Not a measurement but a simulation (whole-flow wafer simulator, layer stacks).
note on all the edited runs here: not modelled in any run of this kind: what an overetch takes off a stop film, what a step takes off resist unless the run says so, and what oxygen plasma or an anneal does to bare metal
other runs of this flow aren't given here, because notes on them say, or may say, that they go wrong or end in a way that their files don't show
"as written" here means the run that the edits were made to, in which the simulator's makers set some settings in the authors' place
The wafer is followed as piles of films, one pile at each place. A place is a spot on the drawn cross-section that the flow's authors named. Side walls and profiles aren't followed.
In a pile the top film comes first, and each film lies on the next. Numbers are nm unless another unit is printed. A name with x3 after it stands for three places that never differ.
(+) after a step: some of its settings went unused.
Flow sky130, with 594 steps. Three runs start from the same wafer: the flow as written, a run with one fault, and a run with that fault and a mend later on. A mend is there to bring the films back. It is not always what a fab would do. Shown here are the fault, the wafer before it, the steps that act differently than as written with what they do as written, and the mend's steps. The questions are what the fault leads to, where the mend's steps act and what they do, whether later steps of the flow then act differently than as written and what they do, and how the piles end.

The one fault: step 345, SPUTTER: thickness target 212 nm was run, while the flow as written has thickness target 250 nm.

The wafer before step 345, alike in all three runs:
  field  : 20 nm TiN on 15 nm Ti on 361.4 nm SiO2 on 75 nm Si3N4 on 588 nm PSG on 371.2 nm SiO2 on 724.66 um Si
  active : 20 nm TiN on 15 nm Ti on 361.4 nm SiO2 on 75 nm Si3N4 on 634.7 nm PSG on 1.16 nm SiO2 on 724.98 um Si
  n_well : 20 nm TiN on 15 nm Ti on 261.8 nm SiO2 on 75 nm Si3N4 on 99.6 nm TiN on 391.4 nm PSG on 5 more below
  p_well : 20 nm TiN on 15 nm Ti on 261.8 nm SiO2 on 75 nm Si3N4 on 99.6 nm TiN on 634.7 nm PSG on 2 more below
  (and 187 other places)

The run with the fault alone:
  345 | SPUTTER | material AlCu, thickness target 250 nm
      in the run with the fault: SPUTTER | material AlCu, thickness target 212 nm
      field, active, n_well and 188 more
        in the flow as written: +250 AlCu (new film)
        in the run with the fault: +212 AlCu (new film)
  Later steps of the flow acting differently than as written (not shown: 3 more steps that differ only slightly, by at most 2% or 0.5 nm, whichever is larger):
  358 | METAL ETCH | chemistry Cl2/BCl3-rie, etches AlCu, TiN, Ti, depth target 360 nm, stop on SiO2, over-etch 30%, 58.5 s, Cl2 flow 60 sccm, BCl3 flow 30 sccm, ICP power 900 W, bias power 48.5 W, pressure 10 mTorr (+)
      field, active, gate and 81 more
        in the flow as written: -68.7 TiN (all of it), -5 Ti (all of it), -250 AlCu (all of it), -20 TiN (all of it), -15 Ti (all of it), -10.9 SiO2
        in the run with the fault: -68.7 TiN (all of it), -5 Ti (all of it), -212 AlCu (all of it), -20 TiN (all of it), -15 Ti (all of it), -14.7 SiO2
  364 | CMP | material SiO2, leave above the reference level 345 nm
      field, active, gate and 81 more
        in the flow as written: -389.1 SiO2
        in the run with the fault: -423.3 SiO2
  By the end, the piles at n_well, p_well, gate_hv and 116 more depart from the flow's by more than 2% or 0.5 nm, whichever is larger.
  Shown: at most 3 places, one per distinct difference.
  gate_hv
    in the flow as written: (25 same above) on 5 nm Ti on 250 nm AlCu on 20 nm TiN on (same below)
    in the run with the fault: (25 same above) on 5 nm Ti on 212 nm AlCu on 20 nm TiN on (same below)
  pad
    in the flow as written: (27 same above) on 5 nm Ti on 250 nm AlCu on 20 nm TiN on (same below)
    in the run with the fault: (27 same above) on 5 nm Ti on 212 nm AlCu on 20 nm TiN on (same below)
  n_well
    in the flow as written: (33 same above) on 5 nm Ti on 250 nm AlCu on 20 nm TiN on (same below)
    in the run with the fault: (33 same above) on 5 nm Ti on 212 nm AlCu on 20 nm TiN on (same below)

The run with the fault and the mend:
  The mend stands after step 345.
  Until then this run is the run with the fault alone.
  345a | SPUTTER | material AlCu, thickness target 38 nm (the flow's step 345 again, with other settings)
      field, active, n_well and 188 more
        +38 AlCu
  Later steps of the flow that are run all act as written at every place that is followed.
  At every place that both follow, the piles at the end match the flow's.
